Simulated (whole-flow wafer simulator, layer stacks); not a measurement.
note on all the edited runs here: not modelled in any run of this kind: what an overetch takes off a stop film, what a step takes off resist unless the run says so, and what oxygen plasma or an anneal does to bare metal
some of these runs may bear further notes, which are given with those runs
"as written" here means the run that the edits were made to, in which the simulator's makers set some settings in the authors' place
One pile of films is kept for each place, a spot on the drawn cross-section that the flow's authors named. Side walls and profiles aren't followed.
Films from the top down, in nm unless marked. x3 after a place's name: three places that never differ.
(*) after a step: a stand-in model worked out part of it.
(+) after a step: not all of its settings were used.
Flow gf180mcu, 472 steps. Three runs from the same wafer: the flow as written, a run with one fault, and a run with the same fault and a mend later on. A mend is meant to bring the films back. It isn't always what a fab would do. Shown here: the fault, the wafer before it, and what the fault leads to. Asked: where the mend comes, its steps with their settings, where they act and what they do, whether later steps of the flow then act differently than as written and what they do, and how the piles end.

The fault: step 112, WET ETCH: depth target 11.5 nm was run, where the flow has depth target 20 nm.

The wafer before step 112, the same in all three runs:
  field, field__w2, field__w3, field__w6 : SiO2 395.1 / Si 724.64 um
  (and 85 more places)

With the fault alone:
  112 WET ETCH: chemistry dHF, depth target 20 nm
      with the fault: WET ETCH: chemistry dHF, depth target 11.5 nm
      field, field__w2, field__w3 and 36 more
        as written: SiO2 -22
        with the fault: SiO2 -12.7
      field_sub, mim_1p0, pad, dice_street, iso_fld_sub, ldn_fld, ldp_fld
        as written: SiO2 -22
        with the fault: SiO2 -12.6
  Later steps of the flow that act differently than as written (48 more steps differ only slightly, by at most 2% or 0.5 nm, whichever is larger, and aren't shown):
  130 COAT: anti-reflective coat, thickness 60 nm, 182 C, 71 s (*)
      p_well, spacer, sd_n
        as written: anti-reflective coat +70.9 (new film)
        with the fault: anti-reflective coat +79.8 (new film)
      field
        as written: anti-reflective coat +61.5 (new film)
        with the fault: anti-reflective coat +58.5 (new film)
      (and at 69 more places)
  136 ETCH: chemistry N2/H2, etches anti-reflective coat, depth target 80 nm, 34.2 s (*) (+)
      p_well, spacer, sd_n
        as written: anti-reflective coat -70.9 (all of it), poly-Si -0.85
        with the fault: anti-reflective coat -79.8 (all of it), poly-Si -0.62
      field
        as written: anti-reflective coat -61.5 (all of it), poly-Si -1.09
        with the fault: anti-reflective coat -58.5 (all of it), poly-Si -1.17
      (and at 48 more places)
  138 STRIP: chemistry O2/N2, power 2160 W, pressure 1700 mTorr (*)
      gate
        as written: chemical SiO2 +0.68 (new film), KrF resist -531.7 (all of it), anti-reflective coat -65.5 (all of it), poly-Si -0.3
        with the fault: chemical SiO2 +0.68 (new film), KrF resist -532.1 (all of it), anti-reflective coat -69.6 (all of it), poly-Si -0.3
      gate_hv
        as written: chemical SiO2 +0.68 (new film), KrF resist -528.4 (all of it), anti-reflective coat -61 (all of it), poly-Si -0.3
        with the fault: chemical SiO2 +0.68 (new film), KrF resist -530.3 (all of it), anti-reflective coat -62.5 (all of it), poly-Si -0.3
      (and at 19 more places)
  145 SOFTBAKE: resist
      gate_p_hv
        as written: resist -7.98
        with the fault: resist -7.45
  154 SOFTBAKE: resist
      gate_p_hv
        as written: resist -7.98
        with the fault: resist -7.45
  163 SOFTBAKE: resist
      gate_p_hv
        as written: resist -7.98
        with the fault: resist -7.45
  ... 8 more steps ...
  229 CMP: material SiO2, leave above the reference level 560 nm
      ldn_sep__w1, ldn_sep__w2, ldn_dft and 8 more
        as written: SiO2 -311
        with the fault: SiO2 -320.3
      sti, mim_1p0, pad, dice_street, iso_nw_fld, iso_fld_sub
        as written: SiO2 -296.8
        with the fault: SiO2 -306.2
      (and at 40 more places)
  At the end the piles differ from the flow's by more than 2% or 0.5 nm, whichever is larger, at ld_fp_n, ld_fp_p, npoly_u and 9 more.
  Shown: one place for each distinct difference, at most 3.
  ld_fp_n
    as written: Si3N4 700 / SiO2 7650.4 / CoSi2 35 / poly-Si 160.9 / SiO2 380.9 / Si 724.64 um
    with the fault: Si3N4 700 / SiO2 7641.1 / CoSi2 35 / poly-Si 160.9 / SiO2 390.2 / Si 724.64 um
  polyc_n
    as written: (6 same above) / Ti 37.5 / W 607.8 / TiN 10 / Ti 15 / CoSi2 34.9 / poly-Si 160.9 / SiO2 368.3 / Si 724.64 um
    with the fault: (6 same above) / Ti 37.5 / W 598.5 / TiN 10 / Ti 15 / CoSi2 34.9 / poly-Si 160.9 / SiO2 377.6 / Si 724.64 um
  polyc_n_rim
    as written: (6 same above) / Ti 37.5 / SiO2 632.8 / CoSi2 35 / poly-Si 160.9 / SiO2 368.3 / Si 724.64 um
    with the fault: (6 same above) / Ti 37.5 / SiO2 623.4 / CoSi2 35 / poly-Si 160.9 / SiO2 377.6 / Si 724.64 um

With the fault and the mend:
  The mend comes after step 112.
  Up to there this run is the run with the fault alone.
  112a WET ETCH: chemistry dHF, depth target 8.5 nm (the flow's step 112 once more, with other settings)
      field, field__w2, field__w3 and 43 more
        SiO2 -8.5
  Later steps of the flow that act differently than as written (56 more steps differ only slightly, by at most 2% or 0.5 nm, whichever is larger, and aren't shown):
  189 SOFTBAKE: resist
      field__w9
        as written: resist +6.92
        with the mend: resist -3.07
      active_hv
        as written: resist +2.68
        with the mend: resist -0.53
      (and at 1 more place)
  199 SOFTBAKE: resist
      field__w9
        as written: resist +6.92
        with the mend: resist -3.07
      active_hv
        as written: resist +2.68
        with the mend: resist -0.53
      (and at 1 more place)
  At the end the piles differ from the flow's only slightly at the places that both follow, by at most 2% or 0.5 nm, whichever is larger.
